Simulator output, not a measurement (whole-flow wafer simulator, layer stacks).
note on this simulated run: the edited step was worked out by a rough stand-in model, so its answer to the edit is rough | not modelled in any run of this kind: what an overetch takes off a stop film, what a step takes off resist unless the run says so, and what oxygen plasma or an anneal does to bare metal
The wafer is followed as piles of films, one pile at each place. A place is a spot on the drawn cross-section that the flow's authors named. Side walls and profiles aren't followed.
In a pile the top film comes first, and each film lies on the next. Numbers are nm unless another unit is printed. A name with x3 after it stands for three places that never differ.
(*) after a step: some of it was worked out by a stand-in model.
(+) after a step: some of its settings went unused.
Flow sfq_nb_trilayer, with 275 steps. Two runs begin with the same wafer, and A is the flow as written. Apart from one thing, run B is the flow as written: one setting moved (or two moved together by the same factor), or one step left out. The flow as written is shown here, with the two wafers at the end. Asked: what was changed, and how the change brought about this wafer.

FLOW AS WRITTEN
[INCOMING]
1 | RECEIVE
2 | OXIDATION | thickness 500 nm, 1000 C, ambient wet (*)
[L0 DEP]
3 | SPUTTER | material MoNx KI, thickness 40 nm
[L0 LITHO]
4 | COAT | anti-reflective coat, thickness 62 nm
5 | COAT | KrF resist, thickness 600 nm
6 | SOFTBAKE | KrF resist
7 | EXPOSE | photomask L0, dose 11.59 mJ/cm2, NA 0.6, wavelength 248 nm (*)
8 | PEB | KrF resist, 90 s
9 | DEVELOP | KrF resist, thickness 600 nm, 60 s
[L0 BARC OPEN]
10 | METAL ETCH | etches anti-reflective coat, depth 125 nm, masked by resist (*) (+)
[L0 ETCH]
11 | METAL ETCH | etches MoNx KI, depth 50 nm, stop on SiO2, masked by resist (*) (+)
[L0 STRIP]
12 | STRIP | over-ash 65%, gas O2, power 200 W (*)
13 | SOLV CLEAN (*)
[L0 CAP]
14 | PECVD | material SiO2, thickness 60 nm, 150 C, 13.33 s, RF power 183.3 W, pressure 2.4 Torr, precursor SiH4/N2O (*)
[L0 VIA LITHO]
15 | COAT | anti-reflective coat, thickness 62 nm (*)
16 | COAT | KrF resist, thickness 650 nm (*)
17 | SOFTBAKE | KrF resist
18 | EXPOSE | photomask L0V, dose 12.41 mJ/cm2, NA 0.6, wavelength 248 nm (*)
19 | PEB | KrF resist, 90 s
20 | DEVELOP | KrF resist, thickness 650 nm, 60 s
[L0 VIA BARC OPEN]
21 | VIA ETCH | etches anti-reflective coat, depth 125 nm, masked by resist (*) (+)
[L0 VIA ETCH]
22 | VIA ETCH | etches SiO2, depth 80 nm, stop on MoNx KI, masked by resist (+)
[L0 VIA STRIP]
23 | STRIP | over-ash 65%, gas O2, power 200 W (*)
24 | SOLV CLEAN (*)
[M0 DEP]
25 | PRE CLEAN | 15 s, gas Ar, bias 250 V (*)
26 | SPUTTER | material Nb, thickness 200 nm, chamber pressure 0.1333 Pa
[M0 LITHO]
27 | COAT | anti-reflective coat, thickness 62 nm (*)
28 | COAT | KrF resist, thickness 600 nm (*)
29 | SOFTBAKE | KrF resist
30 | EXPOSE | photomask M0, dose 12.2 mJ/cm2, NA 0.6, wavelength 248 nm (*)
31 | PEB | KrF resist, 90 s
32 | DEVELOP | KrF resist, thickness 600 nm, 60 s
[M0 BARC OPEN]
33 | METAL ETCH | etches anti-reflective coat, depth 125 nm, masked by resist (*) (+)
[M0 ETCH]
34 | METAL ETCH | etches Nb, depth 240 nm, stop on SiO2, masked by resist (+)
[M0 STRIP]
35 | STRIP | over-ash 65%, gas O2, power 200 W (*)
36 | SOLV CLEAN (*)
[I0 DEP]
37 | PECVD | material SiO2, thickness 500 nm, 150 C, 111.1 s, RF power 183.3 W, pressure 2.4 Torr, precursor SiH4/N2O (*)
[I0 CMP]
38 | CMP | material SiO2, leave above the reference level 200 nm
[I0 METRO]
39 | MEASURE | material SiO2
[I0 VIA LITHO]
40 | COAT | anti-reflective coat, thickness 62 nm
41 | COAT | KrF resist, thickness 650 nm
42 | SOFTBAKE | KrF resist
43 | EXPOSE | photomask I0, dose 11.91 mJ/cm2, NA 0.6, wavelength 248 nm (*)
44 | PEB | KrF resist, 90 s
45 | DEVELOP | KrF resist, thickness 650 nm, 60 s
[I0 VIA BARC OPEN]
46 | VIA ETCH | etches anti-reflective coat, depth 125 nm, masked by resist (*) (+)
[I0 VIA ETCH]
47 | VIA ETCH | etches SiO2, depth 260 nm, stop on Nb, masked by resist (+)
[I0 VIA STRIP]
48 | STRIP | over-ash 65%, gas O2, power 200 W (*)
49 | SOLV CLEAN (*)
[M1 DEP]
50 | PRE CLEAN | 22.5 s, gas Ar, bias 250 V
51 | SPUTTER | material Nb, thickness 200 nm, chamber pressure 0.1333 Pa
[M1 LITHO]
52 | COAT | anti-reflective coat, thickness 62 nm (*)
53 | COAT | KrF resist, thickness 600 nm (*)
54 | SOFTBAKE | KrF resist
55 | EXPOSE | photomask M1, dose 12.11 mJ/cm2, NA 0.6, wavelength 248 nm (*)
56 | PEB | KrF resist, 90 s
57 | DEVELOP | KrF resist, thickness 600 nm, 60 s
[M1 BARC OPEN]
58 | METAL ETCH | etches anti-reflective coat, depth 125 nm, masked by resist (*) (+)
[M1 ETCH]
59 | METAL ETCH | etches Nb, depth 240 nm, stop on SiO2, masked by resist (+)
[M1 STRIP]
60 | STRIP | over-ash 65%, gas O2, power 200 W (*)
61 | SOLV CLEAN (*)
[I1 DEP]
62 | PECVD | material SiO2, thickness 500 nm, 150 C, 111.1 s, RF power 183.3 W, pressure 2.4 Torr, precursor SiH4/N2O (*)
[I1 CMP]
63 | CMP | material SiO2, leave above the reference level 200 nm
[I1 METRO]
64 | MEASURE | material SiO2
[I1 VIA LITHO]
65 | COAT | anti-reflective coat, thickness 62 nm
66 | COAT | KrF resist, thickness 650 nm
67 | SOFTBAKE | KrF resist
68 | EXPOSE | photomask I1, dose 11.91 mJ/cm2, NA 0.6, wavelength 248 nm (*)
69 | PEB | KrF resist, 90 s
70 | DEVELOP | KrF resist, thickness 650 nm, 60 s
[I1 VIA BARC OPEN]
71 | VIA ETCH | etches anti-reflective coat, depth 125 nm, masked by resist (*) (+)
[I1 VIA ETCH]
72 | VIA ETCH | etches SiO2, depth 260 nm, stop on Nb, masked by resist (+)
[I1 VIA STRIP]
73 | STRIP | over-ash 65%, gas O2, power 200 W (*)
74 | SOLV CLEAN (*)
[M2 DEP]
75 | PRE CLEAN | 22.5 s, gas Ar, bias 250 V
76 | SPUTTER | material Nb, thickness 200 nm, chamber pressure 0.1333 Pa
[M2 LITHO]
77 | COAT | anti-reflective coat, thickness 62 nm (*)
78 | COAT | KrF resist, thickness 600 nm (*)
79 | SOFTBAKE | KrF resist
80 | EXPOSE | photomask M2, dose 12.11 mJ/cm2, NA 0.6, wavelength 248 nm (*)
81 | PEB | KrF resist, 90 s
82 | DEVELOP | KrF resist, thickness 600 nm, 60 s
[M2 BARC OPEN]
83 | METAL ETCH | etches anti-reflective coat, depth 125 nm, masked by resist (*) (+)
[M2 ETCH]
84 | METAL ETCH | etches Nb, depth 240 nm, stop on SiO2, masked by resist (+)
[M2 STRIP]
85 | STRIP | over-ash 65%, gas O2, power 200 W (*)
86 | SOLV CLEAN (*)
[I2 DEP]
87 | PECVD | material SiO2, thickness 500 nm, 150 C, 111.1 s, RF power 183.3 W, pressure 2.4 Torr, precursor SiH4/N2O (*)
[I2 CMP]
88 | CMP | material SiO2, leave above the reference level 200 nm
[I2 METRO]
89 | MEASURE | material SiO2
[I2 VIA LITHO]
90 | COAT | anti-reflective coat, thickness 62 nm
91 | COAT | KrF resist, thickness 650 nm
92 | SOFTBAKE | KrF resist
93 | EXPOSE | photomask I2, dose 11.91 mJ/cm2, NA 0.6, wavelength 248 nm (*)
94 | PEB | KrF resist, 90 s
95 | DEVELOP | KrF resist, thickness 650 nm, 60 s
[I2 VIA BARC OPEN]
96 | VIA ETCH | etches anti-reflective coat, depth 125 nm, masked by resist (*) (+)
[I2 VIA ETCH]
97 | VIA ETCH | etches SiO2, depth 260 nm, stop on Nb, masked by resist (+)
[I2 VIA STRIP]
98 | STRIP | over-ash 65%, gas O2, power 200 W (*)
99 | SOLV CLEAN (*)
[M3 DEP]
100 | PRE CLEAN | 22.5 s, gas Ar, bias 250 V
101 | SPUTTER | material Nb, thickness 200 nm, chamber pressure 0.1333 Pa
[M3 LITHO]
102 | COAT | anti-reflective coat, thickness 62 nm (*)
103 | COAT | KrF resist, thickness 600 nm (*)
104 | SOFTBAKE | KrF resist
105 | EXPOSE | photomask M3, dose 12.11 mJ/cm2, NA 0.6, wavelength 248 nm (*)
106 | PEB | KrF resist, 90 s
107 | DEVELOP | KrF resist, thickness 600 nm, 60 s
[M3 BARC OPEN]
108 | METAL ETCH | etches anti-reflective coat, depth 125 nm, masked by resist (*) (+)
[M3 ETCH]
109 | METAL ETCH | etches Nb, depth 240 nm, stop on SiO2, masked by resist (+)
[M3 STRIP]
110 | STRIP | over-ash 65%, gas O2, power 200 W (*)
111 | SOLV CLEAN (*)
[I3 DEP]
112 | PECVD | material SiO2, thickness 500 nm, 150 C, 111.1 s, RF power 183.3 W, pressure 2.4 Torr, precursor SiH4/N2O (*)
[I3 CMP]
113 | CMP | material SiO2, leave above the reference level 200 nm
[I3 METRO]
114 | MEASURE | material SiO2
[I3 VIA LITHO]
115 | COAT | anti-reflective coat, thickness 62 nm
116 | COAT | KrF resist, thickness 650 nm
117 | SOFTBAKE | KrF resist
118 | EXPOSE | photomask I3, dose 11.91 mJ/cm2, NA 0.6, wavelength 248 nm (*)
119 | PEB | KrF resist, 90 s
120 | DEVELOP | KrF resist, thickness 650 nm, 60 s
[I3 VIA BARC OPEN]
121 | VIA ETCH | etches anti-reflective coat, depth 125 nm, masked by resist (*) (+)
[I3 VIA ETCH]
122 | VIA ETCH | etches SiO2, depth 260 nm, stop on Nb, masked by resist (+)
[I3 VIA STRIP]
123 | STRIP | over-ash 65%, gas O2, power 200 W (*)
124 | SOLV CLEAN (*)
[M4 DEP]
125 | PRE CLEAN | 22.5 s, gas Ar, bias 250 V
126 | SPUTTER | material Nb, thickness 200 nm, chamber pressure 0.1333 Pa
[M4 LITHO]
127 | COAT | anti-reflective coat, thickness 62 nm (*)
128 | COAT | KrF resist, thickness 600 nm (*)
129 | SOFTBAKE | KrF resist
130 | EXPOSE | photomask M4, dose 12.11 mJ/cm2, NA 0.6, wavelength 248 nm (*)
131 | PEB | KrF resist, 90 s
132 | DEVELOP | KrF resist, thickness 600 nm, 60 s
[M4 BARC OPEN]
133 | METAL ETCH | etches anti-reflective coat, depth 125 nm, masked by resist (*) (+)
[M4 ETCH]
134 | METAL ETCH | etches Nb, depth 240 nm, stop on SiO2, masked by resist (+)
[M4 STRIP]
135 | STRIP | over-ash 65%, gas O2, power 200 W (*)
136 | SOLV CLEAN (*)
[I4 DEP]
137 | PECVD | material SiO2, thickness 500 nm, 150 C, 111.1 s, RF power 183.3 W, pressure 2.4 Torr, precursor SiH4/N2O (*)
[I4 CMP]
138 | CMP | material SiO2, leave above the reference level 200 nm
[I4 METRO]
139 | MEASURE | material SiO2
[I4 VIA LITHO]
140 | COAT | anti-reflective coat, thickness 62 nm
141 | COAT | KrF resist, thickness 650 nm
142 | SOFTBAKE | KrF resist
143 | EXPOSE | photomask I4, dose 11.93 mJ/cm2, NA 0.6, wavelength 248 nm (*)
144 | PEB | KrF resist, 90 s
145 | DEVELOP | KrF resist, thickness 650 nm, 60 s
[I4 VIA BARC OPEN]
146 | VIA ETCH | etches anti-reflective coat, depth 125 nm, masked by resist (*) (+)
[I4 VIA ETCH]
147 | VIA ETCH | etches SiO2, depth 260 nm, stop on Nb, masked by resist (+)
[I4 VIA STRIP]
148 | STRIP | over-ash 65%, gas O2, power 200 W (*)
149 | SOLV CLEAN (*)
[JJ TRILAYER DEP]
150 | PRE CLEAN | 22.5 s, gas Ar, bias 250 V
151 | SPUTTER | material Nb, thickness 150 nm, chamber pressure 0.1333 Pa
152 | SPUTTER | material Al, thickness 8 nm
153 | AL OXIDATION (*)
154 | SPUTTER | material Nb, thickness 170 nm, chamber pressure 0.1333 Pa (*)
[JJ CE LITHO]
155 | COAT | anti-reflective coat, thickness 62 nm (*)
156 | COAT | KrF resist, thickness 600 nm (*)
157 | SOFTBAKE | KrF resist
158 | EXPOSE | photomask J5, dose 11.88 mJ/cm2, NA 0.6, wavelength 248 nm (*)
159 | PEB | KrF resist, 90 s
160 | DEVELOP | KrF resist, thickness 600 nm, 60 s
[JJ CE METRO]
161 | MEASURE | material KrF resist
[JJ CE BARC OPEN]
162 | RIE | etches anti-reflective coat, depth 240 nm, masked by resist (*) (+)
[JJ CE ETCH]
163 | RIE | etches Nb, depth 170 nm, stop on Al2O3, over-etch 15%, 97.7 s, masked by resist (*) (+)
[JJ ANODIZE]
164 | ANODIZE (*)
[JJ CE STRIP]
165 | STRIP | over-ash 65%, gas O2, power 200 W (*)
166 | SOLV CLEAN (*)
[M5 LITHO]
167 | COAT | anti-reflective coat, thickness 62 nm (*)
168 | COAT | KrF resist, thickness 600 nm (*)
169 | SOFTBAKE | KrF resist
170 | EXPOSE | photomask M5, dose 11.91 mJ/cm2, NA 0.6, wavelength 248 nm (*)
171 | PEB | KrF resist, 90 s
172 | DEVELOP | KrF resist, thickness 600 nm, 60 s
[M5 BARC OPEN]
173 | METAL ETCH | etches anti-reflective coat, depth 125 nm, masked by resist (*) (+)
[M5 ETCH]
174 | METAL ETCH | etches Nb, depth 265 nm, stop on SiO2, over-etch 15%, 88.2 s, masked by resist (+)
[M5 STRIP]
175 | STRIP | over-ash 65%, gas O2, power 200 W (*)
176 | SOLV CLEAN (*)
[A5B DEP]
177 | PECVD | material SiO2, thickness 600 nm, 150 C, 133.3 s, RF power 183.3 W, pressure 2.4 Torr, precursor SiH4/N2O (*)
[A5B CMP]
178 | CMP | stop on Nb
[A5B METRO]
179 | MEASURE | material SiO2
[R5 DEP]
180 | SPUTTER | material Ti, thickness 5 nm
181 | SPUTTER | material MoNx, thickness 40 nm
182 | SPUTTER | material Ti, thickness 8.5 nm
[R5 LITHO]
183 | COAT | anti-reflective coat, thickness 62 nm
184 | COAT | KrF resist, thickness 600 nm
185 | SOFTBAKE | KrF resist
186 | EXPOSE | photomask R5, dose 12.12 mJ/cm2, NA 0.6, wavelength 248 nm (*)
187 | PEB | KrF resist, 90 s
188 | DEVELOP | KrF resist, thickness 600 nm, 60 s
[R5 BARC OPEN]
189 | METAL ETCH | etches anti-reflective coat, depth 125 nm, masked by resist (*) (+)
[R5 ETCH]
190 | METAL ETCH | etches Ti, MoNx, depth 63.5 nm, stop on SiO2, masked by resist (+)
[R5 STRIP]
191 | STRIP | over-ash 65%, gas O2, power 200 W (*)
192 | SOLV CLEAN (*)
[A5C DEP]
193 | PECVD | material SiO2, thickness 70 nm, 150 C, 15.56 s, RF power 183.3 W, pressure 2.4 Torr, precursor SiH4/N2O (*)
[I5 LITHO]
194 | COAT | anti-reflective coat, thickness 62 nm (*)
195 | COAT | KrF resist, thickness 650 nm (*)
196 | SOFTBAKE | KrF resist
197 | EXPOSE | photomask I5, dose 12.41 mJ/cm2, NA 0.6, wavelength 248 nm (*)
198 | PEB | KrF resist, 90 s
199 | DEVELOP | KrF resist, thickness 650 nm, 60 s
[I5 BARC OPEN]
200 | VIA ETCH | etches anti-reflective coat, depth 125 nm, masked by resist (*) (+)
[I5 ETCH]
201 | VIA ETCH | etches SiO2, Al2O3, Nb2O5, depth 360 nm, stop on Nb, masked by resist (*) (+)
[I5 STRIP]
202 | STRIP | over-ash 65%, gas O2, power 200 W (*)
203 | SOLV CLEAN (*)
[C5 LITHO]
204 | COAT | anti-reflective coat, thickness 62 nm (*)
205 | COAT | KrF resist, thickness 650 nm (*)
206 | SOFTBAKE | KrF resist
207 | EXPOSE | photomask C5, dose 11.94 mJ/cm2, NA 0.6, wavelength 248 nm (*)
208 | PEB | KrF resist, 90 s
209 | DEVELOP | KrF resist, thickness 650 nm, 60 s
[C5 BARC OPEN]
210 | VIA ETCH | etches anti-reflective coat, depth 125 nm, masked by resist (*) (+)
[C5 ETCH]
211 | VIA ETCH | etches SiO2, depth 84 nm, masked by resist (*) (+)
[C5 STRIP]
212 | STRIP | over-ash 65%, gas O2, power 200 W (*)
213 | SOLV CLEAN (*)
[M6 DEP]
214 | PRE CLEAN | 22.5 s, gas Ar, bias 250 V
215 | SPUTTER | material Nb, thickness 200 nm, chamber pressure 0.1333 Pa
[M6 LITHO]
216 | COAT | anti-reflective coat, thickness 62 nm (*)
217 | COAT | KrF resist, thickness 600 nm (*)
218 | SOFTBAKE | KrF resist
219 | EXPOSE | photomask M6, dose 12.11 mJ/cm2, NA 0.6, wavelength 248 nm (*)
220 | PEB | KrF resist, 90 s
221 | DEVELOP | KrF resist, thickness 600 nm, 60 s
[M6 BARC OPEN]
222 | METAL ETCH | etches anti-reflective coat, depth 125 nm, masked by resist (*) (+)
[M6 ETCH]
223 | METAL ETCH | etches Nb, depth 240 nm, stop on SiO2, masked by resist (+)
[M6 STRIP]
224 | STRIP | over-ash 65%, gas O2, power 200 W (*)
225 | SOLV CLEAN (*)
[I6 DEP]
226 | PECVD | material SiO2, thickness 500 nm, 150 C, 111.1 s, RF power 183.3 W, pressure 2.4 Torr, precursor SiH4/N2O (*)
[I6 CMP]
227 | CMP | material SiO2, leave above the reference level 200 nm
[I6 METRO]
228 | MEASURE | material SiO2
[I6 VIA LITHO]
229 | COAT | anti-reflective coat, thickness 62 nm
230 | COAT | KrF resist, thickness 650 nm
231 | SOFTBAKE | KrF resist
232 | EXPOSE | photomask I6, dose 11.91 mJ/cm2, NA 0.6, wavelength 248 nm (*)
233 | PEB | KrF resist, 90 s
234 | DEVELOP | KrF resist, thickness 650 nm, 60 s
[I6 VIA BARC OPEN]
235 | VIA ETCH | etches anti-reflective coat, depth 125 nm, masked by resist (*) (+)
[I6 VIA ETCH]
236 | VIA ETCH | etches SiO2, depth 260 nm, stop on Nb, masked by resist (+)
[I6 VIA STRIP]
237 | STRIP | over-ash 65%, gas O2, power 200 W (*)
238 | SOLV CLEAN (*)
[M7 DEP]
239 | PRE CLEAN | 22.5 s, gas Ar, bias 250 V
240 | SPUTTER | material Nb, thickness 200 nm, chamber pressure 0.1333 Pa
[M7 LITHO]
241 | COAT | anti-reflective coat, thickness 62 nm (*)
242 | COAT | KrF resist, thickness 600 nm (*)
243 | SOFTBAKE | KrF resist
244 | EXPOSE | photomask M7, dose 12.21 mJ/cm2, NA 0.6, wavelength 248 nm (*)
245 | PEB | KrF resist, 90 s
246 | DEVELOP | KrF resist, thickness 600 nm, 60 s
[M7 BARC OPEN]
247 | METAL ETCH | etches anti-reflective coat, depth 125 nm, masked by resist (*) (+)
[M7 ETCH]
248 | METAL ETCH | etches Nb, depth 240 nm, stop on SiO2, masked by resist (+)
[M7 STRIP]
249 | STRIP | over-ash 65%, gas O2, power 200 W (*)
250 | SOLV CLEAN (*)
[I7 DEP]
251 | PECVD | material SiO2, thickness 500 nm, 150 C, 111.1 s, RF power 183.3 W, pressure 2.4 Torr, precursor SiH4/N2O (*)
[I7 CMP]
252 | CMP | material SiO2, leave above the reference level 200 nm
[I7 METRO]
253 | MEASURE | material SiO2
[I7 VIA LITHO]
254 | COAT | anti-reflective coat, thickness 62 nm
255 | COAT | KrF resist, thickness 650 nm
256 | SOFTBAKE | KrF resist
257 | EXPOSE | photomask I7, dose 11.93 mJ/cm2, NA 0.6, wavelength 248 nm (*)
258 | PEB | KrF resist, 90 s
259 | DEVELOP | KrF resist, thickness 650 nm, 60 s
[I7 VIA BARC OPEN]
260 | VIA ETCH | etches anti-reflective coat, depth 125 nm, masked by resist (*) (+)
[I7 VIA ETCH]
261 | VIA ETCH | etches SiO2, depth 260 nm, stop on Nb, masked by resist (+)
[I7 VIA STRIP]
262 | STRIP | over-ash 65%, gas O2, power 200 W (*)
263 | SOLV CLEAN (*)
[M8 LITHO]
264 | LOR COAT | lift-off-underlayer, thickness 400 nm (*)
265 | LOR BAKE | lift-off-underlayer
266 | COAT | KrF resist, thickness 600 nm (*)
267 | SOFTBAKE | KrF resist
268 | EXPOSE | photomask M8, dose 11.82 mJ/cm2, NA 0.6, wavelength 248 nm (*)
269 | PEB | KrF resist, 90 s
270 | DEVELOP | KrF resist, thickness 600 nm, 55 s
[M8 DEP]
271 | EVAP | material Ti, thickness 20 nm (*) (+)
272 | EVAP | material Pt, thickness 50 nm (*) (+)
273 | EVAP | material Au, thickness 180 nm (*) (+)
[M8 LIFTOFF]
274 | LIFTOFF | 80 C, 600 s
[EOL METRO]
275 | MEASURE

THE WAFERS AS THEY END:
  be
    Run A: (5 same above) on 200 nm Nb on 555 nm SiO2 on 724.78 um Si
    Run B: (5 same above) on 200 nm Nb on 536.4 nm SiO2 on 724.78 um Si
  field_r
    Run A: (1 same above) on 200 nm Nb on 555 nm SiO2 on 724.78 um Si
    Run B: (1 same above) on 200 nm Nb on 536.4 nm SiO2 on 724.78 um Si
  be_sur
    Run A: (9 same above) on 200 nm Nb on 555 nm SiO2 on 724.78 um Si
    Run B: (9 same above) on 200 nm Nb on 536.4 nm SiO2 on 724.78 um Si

Cause: step 14, PECVD: thickness 41.4 nm was run, while the flow as written has thickness 60 nm; step 14, PECVD: 9.2 s was run, where the flow has 13.33 s.

How this came from the change, step by step:
  14 | PECVD | material SiO2, thickness 60 nm, 150 C, 13.33 s, RF power 183.3 W, pressure 2.4 Torr, precursor SiH4/N2O (*)
      v_sur, via_wl, via_w and 97 more: A SiO2 gains 60 | B SiO2 gains 41.4
      field_l, l0_sur, l0v, l0r_line_l, l0r_line_c, l0r_line_r: A SiO2 gains 60 (new film) | B SiO2 gains 41.4 (new film)
  22 | VIA ETCH | etches SiO2, depth 80 nm, stop on MoNx KI, masked by resist (+)
      field_l, v_sur, via_wl and 102 more: A KrF resist loses 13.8 | B KrF resist loses 10.7
      l0v: A SiO2 loses 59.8 (all of it) | B SiO2 loses 41.2 (all of it)
  26 | SPUTTER | material Nb, thickness 200 nm, chamber pressure 0.1333 Pa
      l0v: A Nb gains 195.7 (new film) | B Nb gains 200 (new film)
  27 | COAT | anti-reflective coat, thickness 62 nm (*)
      l0_sur: A anti-reflective coat gains 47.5 (new film) | B anti-reflective coat gains 49.5 (new film)
      l0v: A anti-reflective coat gains 78 (new film) | B anti-reflective coat gains 71.9 (new film)
  35 | STRIP | over-ash 65%, gas O2, power 200 W (*)
      l0_sur: A KrF resist loses 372 (all of it), anti-reflective coat loses 47.5 (all of it) | B KrF resist loses 373.3 (all of it), anti-reflective coat loses 49.5 (all of it)
      l0v: A KrF resist loses 405.3 (all of it), anti-reflective coat loses 78 (all of it) | B KrF resist loses 393.1 (all of it), anti-reflective coat loses 71.9 (all of it)
  38 | CMP | material SiO2, leave above the reference level 200 nm
      l0v: A SiO2 loses 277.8 | B SiO2 loses 300.7
